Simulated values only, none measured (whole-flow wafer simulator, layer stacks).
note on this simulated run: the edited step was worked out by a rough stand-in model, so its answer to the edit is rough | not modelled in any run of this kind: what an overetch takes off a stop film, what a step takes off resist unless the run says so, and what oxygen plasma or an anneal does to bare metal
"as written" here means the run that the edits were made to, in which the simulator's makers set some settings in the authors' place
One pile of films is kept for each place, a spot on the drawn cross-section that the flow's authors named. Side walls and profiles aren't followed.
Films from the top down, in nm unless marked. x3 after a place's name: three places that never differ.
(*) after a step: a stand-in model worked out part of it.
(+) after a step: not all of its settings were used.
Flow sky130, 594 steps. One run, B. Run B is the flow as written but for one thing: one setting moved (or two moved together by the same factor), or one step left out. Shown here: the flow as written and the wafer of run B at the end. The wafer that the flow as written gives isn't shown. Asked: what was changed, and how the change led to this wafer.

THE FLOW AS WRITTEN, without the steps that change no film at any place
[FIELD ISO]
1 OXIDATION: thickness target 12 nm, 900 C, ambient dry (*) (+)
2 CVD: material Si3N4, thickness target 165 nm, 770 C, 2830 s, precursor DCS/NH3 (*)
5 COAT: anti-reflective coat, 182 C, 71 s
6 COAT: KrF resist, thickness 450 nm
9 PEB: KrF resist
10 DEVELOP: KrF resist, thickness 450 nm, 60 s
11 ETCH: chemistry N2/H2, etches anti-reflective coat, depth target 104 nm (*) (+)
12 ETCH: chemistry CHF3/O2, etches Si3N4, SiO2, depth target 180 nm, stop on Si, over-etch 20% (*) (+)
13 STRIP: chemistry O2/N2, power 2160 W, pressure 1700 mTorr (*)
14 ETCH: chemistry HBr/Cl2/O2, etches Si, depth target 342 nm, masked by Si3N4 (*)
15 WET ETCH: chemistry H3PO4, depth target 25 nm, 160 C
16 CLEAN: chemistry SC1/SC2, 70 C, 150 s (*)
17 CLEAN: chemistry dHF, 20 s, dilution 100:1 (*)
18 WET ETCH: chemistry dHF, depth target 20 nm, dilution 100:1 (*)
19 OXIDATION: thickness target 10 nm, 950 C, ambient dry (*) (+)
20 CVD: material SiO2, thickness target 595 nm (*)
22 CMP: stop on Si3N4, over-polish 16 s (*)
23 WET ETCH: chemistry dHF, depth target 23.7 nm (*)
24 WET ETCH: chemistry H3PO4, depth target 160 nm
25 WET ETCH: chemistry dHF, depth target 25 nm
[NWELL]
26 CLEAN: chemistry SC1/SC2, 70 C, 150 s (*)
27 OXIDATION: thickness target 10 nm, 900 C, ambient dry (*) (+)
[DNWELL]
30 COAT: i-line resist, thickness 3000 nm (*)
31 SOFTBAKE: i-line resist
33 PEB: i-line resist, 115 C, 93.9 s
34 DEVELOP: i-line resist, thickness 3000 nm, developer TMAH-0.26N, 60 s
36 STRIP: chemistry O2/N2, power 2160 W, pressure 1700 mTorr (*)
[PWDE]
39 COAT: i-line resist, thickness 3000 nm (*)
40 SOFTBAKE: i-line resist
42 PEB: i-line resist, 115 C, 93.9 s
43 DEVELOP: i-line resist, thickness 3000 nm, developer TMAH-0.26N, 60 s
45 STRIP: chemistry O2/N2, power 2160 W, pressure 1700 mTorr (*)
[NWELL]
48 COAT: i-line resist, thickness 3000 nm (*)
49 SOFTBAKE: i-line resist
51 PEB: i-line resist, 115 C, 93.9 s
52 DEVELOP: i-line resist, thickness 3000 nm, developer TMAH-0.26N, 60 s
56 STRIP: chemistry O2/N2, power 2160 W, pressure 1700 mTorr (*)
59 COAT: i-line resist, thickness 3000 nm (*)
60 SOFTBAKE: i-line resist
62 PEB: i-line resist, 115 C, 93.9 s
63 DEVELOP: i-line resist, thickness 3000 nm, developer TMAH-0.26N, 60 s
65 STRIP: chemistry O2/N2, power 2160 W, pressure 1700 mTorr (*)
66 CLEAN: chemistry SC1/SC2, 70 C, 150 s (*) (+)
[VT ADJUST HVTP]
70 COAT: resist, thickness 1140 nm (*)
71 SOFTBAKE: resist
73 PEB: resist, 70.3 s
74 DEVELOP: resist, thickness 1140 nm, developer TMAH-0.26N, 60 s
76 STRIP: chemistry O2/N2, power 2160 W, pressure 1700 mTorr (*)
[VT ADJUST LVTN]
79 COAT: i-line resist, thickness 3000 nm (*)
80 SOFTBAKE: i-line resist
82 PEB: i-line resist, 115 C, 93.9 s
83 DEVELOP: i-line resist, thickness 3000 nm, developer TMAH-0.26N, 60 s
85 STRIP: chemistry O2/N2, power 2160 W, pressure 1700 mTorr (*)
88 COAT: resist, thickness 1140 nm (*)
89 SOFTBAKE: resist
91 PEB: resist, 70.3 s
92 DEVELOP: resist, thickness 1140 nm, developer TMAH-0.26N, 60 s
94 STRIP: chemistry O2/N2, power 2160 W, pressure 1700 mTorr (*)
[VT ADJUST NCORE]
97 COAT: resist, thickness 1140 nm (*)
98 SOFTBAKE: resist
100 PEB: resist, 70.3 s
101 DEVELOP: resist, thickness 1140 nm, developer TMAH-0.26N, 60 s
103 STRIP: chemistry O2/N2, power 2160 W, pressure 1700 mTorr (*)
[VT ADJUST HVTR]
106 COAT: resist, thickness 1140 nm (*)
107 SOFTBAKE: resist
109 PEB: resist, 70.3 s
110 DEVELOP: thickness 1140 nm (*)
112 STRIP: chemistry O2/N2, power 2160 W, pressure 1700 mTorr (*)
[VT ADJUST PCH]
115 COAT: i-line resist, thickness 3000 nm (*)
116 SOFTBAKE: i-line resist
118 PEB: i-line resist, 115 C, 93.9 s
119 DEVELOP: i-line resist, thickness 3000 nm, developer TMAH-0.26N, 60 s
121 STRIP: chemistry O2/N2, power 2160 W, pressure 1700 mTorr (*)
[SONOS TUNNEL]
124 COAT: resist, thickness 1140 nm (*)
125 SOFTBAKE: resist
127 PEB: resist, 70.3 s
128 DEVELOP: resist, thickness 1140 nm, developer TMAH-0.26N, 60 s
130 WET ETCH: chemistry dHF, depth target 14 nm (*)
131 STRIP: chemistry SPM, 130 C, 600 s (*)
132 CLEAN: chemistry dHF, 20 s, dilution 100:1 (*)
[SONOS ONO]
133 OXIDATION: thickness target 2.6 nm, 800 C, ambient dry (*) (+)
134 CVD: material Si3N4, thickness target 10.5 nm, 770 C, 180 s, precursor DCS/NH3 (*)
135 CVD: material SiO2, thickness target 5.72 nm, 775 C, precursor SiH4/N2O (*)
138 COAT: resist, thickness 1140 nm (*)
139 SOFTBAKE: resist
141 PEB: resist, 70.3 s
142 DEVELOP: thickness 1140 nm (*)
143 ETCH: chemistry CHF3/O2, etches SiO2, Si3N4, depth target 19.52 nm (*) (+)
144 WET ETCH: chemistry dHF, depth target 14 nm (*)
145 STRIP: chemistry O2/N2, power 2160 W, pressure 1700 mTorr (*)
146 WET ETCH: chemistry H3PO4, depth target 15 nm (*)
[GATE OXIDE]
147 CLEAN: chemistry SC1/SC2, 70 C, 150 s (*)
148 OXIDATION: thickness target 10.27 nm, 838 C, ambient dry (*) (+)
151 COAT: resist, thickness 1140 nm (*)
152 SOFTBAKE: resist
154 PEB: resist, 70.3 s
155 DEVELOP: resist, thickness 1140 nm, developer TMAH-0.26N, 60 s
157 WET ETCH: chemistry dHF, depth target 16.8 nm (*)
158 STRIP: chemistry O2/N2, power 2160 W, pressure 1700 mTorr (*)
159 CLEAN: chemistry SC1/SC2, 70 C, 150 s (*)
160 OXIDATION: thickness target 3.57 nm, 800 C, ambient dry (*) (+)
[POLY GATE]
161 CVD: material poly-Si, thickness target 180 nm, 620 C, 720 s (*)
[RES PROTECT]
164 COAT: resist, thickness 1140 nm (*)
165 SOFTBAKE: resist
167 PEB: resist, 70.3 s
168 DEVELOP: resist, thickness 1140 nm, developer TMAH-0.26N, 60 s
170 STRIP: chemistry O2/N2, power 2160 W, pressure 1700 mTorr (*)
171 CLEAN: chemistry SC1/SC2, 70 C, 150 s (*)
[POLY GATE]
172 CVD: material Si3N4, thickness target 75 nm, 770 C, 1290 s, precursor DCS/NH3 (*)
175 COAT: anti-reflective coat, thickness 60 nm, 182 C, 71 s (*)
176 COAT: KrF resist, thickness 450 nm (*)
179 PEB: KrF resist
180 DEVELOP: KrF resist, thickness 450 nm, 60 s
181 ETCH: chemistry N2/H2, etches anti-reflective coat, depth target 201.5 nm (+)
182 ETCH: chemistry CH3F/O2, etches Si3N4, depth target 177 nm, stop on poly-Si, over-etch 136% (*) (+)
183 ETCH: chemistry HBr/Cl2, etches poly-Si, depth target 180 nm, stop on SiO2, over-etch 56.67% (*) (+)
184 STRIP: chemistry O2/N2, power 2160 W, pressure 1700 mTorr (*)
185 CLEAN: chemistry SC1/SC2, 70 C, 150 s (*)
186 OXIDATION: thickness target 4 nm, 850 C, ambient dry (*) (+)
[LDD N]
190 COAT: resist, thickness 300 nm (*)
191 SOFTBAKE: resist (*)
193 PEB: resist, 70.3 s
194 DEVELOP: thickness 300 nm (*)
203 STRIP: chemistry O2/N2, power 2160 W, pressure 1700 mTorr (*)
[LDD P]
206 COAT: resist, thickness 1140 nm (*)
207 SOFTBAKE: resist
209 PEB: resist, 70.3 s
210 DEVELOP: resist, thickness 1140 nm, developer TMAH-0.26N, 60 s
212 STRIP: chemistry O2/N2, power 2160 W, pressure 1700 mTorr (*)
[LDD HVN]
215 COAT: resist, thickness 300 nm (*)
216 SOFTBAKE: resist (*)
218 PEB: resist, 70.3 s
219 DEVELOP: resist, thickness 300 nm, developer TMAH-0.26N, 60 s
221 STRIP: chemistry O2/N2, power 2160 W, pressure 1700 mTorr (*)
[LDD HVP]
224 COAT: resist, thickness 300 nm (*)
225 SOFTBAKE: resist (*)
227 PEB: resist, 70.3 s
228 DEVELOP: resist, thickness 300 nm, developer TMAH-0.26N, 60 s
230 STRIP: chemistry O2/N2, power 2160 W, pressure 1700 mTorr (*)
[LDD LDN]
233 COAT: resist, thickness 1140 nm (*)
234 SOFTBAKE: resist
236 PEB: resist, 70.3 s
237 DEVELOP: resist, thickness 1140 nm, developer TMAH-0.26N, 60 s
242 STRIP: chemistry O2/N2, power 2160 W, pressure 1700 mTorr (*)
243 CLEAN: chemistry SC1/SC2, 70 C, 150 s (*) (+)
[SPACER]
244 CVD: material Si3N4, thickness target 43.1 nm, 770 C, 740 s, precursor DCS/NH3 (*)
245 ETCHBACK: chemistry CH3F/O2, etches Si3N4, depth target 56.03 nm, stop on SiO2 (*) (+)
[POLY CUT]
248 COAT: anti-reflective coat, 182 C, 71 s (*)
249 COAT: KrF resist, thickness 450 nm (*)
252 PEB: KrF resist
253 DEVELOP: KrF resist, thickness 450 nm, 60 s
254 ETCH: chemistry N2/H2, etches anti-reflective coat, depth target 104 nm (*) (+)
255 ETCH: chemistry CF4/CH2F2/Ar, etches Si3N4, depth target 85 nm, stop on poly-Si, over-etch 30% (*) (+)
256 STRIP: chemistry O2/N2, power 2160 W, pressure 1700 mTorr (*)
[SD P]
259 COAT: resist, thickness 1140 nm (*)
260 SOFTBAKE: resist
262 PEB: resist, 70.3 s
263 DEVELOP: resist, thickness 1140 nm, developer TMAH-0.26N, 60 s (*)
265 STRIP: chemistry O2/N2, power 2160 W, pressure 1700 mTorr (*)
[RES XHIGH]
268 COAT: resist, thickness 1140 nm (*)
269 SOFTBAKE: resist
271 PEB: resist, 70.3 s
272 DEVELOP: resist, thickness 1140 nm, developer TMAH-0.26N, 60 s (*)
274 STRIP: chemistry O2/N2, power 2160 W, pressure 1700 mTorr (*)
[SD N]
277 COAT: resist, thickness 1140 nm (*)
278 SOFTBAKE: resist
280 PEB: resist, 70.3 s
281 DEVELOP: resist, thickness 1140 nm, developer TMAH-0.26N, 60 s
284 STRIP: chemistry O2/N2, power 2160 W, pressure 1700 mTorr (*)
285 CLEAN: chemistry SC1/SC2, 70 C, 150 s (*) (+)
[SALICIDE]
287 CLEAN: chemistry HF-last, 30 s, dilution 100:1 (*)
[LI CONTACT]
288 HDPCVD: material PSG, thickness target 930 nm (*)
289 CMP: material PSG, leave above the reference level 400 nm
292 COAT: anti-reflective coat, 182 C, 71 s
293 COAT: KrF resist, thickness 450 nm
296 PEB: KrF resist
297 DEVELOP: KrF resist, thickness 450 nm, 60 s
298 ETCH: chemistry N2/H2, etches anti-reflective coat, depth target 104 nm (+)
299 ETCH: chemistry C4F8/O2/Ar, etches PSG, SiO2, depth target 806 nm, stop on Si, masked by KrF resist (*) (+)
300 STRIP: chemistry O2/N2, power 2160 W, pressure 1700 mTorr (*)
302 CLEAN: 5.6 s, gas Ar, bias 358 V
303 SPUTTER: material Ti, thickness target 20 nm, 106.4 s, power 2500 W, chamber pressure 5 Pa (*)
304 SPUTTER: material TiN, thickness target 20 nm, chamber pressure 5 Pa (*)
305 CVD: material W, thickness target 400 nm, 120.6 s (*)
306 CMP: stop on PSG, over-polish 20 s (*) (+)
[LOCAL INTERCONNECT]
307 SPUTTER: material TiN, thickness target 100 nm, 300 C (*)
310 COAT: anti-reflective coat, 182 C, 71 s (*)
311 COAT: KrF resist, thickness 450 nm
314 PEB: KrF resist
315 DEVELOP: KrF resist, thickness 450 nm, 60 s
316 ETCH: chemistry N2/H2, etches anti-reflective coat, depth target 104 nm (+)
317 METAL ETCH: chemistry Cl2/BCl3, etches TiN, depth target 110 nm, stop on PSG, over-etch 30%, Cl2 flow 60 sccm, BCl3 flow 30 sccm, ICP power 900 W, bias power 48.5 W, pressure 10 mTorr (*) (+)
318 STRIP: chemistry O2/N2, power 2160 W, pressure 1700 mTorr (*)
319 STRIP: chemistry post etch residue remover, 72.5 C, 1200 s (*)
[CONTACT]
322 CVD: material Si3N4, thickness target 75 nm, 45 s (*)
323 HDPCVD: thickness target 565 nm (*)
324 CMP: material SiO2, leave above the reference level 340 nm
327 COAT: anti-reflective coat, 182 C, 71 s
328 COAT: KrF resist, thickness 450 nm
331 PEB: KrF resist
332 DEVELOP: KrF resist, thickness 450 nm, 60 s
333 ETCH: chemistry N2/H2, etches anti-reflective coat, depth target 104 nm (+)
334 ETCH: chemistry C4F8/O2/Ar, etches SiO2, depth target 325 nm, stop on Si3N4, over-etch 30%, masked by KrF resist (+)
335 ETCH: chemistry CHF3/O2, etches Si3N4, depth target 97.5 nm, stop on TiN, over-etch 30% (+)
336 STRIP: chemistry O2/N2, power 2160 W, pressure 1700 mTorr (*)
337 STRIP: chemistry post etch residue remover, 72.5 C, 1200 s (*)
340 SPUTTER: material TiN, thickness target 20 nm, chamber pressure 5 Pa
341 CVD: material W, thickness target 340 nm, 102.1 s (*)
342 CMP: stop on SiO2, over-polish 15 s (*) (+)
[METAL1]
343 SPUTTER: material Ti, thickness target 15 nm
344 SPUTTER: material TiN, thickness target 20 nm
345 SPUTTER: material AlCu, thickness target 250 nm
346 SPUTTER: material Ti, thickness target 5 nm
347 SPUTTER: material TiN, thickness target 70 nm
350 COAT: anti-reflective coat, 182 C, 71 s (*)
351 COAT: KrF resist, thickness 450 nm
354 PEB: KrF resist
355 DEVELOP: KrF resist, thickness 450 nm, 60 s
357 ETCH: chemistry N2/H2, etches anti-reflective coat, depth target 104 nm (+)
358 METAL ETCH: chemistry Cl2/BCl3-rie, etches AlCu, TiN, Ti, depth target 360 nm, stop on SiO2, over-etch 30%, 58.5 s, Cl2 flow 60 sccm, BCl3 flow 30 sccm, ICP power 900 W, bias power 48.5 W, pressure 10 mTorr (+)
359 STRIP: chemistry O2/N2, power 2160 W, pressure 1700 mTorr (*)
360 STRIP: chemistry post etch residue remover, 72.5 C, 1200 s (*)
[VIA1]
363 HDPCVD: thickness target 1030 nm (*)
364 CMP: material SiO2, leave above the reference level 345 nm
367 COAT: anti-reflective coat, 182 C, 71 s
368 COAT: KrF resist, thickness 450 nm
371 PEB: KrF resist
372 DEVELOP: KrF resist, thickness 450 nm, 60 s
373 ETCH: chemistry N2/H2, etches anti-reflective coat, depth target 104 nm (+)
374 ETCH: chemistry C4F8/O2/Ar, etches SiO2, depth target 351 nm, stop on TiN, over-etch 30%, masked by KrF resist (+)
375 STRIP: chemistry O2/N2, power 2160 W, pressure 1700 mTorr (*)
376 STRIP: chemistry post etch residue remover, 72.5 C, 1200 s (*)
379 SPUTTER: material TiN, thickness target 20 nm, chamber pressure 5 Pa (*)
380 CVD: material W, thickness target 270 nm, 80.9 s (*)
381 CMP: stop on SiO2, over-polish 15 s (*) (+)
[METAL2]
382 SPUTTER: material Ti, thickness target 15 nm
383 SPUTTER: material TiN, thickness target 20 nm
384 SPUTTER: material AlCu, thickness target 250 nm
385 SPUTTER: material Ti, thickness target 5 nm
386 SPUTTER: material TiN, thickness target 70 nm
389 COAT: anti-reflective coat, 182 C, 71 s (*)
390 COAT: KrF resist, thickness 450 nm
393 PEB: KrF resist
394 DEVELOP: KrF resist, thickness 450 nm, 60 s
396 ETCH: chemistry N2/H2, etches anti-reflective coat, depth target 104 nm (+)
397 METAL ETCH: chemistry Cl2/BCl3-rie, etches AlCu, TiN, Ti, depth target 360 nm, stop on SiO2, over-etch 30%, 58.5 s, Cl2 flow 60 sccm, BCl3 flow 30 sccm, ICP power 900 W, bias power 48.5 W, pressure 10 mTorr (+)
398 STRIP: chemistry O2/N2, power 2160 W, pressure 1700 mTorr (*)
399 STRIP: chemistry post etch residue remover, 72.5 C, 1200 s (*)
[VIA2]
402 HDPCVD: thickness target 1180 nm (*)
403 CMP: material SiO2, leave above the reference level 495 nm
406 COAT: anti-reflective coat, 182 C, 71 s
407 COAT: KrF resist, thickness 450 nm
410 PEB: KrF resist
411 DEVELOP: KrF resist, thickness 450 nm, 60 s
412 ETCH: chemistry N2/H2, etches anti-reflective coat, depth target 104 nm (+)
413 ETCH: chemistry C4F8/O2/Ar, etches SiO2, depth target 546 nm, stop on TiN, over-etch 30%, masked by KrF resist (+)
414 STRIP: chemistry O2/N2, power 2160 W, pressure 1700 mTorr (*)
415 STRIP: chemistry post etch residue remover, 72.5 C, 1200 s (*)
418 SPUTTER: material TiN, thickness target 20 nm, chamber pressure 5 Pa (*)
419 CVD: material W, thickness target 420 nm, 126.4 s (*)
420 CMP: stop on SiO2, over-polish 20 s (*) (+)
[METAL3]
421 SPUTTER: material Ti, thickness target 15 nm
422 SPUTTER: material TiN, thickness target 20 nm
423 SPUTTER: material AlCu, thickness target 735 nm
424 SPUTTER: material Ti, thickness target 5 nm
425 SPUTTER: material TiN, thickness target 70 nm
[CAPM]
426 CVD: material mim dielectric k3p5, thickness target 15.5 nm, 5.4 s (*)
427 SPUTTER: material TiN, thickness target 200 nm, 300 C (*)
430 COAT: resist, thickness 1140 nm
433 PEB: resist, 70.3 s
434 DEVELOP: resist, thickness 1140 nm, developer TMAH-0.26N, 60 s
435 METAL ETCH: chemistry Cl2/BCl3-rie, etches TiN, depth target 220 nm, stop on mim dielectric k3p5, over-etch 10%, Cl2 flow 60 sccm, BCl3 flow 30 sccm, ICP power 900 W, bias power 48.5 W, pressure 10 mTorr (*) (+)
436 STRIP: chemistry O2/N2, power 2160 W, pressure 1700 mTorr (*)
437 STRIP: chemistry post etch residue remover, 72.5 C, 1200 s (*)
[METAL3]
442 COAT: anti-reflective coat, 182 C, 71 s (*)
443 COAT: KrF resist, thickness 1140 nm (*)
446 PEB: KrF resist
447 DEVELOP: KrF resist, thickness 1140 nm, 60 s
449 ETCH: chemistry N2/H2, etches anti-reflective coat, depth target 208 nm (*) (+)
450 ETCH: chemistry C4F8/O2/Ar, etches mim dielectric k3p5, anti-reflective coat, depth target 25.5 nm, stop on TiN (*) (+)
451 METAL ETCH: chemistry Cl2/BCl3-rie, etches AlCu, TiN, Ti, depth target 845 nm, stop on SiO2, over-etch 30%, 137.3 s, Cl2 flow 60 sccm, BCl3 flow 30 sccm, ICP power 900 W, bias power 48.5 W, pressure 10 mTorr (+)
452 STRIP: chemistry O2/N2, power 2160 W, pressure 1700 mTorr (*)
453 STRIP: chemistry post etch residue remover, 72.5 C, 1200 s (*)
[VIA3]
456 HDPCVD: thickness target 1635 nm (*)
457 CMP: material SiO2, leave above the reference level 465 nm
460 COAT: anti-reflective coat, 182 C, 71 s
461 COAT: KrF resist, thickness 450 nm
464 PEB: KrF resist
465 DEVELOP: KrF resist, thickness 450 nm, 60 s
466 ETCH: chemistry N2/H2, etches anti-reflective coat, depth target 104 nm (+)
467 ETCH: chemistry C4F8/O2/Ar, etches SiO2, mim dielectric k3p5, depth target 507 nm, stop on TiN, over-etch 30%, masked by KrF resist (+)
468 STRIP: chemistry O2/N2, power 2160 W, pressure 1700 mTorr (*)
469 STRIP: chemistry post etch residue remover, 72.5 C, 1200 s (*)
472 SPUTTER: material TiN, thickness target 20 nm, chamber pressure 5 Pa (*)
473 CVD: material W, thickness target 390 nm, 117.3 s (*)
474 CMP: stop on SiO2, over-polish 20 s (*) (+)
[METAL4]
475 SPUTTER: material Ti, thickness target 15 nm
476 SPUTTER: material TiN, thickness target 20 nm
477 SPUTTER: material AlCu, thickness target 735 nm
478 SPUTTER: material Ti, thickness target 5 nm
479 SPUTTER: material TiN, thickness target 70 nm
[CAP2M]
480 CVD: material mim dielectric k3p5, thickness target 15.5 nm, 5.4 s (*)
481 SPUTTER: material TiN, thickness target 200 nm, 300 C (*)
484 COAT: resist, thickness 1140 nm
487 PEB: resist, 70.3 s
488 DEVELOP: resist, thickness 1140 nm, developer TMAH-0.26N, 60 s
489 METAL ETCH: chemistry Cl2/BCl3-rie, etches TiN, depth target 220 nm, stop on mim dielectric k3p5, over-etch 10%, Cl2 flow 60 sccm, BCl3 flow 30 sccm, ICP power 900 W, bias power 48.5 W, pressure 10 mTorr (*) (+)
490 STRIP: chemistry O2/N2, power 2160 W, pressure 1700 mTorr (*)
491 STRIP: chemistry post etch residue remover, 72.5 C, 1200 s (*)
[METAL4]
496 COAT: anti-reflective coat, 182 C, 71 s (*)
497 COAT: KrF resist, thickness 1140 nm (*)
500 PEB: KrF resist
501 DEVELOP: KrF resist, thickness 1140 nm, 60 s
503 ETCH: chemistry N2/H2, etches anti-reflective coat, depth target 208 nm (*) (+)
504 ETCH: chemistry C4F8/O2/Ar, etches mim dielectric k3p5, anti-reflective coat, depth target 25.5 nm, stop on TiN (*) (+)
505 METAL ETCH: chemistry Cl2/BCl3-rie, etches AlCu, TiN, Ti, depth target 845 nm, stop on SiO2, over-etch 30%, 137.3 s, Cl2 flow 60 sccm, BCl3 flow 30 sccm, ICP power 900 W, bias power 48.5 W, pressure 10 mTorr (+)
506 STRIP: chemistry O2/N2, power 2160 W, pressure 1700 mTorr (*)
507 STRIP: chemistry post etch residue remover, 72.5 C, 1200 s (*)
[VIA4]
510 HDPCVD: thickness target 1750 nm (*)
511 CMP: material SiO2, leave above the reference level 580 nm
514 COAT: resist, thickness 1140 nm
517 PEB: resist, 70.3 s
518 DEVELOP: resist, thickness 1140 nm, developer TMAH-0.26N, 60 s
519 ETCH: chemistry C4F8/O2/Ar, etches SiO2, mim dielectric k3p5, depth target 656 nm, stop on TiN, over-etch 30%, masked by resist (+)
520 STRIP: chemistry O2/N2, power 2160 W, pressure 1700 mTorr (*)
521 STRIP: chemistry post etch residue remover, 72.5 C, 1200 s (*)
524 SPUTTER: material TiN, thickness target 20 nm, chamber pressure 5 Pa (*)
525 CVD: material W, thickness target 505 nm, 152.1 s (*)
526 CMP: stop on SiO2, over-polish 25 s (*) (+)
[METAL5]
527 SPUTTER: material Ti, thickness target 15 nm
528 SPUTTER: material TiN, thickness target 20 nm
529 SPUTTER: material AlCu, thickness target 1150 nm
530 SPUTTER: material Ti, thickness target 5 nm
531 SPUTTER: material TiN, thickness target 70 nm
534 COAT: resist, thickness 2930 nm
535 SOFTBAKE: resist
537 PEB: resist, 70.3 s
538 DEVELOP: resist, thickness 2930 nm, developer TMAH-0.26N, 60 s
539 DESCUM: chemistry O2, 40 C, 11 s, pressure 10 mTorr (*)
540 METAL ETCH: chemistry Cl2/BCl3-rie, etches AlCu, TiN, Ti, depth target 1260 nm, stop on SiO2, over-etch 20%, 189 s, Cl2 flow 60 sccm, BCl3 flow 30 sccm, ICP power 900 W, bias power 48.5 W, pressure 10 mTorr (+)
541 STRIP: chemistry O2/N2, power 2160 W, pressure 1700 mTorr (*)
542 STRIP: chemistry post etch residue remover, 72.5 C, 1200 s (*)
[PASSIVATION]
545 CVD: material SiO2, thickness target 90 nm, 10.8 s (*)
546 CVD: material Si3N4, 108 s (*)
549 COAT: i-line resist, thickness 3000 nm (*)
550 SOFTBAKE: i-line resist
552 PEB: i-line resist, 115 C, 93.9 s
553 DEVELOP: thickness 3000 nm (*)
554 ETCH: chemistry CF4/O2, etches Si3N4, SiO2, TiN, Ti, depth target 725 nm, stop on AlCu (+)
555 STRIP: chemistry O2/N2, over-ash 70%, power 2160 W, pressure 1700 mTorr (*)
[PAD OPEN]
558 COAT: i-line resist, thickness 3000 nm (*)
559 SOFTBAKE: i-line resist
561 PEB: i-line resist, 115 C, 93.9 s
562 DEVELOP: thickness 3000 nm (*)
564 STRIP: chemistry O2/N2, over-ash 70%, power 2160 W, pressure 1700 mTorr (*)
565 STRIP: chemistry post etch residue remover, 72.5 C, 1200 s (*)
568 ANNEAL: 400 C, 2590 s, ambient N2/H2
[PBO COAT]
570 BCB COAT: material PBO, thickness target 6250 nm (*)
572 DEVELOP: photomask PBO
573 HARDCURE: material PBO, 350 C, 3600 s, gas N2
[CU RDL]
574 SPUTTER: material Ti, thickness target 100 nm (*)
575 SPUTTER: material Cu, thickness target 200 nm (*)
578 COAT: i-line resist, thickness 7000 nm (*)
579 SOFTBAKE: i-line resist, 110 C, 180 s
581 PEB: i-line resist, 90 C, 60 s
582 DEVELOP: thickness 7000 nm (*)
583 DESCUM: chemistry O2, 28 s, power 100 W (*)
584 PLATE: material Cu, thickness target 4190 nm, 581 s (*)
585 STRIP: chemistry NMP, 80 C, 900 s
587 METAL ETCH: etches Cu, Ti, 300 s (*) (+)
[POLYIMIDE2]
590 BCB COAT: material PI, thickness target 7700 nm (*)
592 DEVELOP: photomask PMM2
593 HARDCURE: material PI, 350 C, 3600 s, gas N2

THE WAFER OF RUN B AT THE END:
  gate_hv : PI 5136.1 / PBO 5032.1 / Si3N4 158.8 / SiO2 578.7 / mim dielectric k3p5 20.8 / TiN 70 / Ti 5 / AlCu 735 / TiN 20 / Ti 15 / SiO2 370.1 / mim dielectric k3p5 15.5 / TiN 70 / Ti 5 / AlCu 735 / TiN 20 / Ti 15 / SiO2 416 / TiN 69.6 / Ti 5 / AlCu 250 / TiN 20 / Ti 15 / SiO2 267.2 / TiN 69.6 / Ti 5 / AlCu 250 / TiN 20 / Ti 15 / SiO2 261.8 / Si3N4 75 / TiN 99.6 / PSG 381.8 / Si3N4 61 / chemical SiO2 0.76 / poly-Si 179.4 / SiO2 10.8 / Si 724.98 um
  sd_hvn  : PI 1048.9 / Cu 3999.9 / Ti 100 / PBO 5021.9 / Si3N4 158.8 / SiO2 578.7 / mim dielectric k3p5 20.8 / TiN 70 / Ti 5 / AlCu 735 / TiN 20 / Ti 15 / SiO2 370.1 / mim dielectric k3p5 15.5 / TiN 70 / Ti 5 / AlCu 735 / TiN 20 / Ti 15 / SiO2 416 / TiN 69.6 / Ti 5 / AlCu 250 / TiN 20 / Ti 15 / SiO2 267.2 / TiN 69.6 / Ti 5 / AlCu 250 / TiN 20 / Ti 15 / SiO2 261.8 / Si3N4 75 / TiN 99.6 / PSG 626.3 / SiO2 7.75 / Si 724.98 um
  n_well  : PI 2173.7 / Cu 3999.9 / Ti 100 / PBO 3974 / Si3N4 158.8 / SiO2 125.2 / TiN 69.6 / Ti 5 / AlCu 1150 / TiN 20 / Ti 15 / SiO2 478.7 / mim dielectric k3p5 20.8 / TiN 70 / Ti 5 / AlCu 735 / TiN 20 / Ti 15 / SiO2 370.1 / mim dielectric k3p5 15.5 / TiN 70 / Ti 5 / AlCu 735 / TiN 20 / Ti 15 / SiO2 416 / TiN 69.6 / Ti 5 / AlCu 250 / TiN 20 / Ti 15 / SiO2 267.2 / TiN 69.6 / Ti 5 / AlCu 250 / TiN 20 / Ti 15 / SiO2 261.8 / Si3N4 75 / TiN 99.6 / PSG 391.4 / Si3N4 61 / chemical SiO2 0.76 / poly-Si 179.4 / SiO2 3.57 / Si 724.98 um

The cause: step 480, CVD: thickness target 20.8 nm was run, where the flow has thickness target 15.5 nm; step 480, CVD: 7.24 s was run, where the flow has 5.4 s.
It can be read off the wafer: gate_hv has mim dielectric k3p5 20.8, and step 480 as written asks for 15.5 nm.

How the change led to this, step by step:
  480 CVD: material mim dielectric k3p5, thickness target 15.5 nm, 5.4 s (*)
      field, active, n_well and 189 more: mim dielectric k3p5 +20.8 (new film) (as written it would be: mim dielectric k3p5 +15.5 (new film))
  504 ETCH: chemistry C4F8/O2/Ar, etches mim dielectric k3p5, anti-reflective coat, depth target 25.5 nm, stop on TiN (*) (+)
      n_well, p_well, gate_hv and 102 more: KrF resist -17 (as written it would be: KrF resist -15.5)
      field, active, gate and 85 more: mim dielectric k3p5 -20.8 (all of it) (as written it would be: mim dielectric k3p5 -15.5 (all of it))
  519 ETCH: chemistry C4F8/O2/Ar, etches SiO2, mim dielectric k3p5, depth target 656 nm, stop on TiN, over-etch 30%, masked by resist (+)
      m1: SiO2 -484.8 (all of it), mim dielectric k3p5 -20.8 (all of it) (as written it would be: SiO2 -490.1 (all of it), mim dielectric k3p5 -15.5 (all of it))
      via4_hole: SiO2 -484.2 (all of it), mim dielectric k3p5 -20.8 (all of it) (as written it would be: SiO2 -489.5 (all of it), mim dielectric k3p5 -15.5 (all of it))
